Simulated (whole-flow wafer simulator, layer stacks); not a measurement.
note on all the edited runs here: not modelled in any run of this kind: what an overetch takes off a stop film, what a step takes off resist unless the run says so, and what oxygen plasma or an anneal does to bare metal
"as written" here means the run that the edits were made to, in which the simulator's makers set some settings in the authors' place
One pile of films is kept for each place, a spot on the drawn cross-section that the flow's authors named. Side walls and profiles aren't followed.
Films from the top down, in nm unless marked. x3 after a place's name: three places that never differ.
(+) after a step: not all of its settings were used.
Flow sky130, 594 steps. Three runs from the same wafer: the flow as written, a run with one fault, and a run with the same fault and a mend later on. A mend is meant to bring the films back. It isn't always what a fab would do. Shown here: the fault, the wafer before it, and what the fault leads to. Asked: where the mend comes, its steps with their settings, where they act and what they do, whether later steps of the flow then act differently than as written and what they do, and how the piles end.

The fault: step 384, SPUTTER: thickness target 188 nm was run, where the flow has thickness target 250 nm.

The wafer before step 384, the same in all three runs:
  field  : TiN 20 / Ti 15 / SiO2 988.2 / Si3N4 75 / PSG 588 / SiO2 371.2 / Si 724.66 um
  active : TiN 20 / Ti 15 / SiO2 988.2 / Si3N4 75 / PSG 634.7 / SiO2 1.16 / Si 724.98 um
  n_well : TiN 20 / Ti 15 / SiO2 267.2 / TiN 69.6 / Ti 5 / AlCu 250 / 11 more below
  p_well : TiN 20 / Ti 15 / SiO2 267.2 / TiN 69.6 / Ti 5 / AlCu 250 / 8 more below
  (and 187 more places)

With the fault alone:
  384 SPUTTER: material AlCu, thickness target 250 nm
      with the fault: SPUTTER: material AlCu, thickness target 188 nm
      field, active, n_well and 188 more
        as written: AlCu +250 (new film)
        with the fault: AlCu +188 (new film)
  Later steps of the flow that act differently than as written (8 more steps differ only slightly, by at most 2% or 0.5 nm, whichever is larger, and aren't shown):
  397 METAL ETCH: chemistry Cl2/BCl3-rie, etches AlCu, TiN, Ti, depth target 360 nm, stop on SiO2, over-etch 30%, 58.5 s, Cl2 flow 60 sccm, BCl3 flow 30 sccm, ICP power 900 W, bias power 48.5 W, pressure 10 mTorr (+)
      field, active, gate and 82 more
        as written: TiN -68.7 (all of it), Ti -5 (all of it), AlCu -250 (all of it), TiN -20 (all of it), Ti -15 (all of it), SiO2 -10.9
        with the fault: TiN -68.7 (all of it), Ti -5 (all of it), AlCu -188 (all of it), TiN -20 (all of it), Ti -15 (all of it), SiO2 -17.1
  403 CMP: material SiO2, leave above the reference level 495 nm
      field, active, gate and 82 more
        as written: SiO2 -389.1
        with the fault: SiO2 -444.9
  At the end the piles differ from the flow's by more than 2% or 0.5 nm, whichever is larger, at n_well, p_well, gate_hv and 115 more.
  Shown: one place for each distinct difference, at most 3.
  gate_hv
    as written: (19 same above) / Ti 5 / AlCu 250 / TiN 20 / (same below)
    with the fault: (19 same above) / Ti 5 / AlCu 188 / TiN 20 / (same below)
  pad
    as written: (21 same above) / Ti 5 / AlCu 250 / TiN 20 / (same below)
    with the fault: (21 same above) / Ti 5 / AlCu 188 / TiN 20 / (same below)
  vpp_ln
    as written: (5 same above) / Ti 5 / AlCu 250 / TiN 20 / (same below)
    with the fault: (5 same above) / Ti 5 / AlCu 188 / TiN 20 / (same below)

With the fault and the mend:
  The mend comes after step 384.
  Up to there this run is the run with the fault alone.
  384a SPUTTER: material AlCu, thickness target 62 nm (the flow's step 384 once more, with other settings)
      field, active, n_well and 188 more
        AlCu +62
  No later step of the flow acts differently than as written at any place that is followed.
  At the end the piles are the same as the flow's at every place that both follow.
